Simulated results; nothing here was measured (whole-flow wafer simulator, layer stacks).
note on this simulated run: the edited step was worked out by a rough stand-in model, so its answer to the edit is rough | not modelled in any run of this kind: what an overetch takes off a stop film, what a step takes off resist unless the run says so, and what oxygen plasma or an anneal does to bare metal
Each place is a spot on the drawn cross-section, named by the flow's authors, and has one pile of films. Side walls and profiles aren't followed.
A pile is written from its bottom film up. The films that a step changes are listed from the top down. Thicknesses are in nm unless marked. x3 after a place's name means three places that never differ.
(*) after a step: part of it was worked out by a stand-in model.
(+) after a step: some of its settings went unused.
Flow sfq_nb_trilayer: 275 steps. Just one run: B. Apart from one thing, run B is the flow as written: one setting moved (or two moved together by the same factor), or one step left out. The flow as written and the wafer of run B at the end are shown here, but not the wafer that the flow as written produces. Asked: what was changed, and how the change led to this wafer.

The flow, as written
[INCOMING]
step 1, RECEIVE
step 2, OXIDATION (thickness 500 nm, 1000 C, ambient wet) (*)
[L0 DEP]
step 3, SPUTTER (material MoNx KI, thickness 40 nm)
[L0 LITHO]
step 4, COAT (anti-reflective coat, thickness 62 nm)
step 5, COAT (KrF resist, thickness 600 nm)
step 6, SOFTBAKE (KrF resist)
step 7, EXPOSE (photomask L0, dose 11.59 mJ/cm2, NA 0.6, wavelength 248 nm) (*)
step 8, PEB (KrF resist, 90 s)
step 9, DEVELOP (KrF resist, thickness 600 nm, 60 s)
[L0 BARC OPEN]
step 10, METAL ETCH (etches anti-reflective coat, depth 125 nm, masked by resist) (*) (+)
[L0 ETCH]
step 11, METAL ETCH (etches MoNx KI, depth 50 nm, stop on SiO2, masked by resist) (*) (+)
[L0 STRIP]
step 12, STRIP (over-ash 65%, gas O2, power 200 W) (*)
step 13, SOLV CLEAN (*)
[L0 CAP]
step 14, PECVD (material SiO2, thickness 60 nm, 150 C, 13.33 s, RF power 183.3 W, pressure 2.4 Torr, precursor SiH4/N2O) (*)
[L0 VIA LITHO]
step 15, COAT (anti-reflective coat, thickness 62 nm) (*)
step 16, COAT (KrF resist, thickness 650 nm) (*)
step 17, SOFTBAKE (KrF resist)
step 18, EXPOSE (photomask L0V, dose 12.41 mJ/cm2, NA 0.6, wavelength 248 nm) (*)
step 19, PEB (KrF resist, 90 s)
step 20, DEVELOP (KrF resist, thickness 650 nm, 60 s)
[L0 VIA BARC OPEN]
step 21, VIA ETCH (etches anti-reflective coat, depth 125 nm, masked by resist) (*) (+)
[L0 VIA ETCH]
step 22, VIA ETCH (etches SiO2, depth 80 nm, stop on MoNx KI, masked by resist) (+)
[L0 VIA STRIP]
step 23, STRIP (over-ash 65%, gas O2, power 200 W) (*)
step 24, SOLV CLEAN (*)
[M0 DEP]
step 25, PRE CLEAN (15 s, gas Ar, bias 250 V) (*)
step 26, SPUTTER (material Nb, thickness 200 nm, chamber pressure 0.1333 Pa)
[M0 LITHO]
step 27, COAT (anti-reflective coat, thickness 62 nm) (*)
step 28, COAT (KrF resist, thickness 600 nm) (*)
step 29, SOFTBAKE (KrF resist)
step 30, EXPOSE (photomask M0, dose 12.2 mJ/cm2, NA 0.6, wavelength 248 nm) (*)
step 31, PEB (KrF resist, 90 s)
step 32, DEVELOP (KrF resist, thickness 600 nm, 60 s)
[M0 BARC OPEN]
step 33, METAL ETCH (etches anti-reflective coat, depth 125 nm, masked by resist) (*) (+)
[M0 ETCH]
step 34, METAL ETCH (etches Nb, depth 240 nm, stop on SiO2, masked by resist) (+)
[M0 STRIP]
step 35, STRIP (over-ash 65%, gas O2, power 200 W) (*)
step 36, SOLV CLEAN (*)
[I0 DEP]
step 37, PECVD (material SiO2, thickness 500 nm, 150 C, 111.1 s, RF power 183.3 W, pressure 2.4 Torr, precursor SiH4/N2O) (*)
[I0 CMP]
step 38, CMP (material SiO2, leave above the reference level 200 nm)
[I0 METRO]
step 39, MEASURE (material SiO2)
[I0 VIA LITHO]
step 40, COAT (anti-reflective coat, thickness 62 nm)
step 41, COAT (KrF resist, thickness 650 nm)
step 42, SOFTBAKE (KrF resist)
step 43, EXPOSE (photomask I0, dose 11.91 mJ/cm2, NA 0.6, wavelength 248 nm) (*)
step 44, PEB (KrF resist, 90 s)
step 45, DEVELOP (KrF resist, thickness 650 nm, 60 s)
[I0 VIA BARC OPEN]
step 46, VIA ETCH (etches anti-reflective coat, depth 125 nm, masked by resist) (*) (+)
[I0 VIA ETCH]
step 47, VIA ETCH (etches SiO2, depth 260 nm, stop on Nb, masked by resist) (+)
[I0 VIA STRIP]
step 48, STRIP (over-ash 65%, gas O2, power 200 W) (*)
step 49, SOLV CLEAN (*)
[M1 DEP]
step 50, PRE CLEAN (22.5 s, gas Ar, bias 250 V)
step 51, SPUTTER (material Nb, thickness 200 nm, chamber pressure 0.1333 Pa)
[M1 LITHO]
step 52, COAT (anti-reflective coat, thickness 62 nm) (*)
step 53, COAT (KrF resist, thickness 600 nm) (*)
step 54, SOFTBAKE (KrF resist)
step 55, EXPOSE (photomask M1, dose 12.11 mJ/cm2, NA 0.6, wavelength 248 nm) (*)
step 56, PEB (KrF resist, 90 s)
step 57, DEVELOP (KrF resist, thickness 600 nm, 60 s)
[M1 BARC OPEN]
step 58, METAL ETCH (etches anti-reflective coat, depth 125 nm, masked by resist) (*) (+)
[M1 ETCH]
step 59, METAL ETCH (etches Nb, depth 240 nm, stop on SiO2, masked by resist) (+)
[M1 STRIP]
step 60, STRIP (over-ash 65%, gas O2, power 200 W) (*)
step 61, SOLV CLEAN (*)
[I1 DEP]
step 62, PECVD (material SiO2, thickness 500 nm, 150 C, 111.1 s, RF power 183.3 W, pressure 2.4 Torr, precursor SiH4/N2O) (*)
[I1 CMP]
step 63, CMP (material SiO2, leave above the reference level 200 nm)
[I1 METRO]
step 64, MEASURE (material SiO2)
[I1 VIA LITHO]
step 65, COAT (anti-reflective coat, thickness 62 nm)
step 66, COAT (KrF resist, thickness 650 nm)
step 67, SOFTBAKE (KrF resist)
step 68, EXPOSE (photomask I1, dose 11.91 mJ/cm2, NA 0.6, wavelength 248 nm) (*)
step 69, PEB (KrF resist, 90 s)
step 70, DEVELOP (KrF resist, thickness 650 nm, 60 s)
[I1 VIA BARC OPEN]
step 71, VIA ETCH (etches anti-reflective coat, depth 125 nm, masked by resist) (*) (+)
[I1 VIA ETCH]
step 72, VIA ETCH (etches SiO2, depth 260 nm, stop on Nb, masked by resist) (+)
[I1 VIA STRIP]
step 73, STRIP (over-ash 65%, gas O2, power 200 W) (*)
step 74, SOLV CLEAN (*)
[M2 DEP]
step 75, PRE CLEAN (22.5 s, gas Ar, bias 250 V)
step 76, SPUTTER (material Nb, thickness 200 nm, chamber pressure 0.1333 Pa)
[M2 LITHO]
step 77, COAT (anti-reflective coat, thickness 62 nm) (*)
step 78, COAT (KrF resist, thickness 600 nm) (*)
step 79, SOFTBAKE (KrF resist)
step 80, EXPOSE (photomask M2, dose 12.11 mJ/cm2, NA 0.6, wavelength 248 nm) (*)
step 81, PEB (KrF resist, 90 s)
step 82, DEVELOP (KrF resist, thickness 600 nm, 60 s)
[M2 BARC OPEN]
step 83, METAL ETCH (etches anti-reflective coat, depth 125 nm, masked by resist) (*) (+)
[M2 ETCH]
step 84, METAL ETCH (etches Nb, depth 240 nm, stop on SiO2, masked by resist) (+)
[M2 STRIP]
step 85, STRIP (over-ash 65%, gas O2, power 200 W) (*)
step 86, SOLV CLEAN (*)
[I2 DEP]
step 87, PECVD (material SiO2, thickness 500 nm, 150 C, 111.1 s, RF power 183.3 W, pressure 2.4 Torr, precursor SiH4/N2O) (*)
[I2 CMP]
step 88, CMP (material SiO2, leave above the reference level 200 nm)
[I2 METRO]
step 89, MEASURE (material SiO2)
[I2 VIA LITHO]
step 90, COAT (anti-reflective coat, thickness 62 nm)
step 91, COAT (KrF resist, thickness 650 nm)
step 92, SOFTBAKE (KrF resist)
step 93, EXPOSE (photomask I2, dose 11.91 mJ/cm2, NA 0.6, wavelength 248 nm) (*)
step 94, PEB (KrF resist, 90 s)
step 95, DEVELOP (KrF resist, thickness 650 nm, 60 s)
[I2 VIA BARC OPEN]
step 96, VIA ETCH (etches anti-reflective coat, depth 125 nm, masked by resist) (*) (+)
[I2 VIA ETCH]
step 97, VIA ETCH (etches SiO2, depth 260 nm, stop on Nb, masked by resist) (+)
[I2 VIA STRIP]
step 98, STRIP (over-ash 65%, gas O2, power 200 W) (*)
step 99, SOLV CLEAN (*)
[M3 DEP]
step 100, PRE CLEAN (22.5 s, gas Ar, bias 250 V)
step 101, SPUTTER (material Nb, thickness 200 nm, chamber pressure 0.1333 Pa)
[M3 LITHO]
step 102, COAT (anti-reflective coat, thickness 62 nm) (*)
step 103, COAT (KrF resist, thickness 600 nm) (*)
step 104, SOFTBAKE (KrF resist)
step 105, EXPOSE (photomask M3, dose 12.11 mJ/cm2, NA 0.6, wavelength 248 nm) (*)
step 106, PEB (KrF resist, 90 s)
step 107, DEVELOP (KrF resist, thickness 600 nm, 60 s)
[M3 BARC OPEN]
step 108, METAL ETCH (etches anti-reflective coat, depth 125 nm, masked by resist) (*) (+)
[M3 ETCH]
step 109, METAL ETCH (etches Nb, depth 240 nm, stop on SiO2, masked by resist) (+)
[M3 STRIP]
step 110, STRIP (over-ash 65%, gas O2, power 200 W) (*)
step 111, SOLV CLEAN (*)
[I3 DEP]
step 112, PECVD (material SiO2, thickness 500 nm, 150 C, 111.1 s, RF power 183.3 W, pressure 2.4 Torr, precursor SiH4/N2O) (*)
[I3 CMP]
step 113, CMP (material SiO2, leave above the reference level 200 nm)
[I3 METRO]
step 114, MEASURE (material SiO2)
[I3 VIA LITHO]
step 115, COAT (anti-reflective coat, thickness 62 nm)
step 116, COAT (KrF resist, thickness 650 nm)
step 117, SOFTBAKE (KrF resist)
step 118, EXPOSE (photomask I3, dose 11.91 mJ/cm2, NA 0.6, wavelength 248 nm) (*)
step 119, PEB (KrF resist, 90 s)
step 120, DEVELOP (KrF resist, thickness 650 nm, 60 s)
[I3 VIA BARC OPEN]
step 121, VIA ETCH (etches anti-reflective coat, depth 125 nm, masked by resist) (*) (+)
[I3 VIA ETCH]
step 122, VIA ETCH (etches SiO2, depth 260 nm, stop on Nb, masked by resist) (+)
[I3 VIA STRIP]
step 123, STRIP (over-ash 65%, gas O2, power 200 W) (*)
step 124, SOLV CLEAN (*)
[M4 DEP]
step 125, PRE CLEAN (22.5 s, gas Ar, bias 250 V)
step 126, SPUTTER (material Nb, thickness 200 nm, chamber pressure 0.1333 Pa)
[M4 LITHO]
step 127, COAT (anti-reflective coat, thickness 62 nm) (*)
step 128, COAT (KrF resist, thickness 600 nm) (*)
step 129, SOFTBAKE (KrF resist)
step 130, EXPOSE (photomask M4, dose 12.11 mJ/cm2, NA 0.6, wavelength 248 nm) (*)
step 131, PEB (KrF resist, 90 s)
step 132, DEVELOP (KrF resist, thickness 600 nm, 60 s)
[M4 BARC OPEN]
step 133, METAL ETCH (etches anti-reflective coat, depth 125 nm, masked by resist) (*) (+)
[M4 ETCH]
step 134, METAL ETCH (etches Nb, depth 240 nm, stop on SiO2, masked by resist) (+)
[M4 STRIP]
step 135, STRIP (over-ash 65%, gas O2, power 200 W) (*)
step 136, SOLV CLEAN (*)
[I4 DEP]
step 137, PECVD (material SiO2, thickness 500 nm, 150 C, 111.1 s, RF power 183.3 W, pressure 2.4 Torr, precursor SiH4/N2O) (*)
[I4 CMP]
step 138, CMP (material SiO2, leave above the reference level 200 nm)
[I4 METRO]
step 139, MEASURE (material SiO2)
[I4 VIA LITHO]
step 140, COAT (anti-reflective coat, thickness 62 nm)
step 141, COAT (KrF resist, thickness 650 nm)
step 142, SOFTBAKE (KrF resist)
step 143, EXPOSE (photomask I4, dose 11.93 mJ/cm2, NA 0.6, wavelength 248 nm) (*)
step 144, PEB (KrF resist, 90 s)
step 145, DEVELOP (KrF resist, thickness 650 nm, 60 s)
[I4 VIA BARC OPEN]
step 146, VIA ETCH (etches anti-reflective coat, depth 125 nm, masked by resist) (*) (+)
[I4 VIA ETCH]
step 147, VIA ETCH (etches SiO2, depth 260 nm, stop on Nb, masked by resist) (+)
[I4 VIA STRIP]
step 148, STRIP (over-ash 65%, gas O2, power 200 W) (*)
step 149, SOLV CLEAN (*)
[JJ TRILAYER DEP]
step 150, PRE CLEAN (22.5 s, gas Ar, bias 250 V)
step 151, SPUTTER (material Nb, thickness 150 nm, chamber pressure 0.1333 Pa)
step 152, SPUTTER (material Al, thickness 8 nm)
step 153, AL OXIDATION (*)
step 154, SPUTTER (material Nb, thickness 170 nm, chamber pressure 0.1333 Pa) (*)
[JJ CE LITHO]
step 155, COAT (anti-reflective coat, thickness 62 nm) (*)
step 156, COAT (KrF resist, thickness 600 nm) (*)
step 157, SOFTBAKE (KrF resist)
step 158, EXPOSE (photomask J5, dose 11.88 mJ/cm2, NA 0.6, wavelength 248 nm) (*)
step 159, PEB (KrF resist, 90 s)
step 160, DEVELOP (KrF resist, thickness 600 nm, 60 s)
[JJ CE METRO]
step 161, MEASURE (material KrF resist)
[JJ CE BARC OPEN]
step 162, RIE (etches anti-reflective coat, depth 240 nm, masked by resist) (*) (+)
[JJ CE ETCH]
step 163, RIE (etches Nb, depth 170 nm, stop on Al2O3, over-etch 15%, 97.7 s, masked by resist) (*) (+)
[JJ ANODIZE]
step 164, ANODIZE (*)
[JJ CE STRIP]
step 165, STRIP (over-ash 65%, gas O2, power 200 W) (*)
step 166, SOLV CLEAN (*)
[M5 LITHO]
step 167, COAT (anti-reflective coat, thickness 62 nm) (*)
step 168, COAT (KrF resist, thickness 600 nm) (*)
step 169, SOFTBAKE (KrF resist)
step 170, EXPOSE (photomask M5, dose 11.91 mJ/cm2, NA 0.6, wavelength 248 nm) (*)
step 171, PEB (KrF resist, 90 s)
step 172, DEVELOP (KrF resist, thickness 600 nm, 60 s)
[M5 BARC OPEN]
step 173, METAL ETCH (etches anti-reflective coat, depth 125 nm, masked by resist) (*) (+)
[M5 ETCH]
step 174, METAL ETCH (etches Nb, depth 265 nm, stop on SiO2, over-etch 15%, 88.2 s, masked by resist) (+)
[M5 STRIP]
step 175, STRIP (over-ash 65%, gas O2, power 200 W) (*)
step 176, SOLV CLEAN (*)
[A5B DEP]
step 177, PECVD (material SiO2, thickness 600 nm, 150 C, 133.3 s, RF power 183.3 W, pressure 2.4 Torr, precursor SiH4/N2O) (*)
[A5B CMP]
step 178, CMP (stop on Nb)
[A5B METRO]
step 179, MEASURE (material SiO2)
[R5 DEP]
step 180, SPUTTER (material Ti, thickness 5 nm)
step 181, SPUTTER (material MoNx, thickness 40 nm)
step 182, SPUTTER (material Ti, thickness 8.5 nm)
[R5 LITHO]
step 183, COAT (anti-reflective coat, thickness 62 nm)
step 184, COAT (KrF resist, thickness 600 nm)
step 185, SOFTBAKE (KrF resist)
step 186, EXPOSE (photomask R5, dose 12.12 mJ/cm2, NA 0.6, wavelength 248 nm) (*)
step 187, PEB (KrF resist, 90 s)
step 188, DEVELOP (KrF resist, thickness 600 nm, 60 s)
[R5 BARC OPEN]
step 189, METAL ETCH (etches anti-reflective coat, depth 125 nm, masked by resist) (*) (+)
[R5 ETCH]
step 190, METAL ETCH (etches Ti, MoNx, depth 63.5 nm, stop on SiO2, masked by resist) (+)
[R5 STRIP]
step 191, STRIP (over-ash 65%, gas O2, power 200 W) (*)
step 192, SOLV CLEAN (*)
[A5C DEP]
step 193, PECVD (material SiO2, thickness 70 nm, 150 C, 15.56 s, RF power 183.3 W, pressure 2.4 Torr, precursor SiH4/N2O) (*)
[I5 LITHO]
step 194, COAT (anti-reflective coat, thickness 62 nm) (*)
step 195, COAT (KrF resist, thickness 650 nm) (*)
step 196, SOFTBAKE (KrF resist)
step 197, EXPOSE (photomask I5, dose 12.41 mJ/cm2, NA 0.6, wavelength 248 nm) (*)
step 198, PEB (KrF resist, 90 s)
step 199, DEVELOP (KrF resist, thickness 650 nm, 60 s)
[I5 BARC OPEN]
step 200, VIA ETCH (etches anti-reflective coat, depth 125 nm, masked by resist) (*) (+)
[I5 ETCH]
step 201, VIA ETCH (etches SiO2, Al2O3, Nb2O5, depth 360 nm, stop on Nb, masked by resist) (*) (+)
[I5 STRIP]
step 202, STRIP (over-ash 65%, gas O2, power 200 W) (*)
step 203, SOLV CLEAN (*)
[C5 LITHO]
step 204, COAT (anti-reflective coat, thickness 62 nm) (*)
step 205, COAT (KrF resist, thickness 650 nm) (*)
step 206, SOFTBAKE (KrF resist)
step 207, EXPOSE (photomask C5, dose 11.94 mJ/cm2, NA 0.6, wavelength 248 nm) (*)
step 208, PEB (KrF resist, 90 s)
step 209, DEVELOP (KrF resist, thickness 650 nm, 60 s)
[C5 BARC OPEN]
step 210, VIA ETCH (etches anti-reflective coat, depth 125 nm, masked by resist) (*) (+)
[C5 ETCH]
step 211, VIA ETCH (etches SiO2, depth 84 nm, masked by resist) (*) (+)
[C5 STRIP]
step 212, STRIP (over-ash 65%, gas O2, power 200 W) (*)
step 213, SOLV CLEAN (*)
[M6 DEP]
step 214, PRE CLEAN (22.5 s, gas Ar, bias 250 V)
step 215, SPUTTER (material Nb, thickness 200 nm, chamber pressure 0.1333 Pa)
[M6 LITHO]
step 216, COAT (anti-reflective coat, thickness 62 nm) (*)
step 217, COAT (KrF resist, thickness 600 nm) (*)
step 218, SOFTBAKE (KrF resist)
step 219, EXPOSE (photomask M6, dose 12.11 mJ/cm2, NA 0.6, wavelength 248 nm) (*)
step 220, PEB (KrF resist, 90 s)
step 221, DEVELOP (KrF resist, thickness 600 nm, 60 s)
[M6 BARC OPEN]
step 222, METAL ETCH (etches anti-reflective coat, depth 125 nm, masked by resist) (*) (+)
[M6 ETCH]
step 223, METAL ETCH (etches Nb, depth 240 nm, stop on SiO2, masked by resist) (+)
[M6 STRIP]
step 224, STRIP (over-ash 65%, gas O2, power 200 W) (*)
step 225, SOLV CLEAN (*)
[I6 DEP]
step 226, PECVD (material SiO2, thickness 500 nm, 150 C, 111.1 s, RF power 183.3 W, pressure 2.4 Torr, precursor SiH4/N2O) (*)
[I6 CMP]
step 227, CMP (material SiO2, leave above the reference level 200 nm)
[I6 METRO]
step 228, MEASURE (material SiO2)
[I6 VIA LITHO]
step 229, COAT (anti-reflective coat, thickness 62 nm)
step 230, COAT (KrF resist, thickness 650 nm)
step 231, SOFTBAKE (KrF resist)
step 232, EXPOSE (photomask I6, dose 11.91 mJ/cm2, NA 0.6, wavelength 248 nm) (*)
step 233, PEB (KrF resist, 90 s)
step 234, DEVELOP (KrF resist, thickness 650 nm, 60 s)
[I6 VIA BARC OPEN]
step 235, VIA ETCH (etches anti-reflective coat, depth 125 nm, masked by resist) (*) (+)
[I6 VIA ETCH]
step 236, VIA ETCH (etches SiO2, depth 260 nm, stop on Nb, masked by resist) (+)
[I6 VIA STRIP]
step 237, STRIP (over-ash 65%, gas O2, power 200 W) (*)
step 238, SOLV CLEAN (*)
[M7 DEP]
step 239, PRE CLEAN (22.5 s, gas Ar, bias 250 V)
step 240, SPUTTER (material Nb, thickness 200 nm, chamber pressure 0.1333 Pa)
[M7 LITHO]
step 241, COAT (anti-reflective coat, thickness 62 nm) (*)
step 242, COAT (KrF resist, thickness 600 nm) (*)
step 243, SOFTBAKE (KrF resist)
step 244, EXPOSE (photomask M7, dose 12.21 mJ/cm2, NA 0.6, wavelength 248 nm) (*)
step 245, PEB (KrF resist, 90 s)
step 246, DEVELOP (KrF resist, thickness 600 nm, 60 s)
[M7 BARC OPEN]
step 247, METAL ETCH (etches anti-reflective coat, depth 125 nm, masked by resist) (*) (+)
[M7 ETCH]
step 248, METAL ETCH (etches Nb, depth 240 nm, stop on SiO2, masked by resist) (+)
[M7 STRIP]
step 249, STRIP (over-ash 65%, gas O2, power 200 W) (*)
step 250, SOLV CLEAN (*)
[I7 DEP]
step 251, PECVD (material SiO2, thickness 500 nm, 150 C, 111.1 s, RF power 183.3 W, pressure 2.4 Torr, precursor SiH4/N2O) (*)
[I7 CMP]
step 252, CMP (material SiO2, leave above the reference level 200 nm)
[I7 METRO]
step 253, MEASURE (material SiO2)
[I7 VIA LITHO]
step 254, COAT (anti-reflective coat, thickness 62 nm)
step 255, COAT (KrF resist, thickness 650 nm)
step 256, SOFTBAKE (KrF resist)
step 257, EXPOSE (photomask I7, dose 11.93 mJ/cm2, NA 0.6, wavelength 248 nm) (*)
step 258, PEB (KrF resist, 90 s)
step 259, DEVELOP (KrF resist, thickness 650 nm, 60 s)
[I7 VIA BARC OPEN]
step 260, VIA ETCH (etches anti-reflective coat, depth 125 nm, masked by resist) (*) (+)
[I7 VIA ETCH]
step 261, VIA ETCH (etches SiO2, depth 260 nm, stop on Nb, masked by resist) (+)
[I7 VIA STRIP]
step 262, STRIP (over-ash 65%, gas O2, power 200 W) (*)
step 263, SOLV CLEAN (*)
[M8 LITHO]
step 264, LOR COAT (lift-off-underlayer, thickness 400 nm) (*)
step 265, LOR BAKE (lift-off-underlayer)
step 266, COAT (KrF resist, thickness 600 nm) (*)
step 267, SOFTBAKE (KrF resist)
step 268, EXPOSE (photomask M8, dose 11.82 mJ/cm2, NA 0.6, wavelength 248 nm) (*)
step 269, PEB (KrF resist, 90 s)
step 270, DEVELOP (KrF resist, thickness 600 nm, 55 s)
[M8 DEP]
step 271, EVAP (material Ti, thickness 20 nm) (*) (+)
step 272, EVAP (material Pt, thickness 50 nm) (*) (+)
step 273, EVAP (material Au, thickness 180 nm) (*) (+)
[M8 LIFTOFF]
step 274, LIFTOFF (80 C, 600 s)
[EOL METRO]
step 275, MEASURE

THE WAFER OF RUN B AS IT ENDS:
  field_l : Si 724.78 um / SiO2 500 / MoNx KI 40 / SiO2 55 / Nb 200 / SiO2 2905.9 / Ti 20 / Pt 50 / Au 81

Cause: step 273, EVAP: thickness 81 nm was run, though the flow has thickness 180 nm.
The wafer itself shows it: field_l has Au 81, and step 273 as written asks for 180 nm.

The path from the change to this, step by step:
  step 273, EVAP (material Au, thickness 180 nm) (*) (+)
      field_l, v_sur, via_wl and 103 more: +81 Au (new film) (in the flow as written it would be: +180 Au (new film))
  step 274, LIFTOFF (80 C, 600 s)
      p4_fl, p4_fm, p4_w1 and 71 more: -81 Au (all of it), -50 Pt (all of it), -20 Ti (all of it), -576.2 KrF resist (all of it), -400 lift-off-underlayer (all of it) (in the flow as written it would be: -180 Au (all of it), -50 Pt (all of it), -20 Ti (all of it), -576.2 KrF resist (all of it), -400 lift-off-underlayer (all of it))
      c5j, ce_r: -81 Au (all of it), -50 Pt (all of it), -20 Ti (all of it), -573.3 KrF resist (all of it), -399.3 lift-off-underlayer (all of it) (in the flow as written it would be: -180 Au (all of it), -50 Pt (all of it), -20 Ti (all of it), -573.3 KrF resist (all of it), -399.3 lift-off-underlayer (all of it))
      (also at 19 further places)
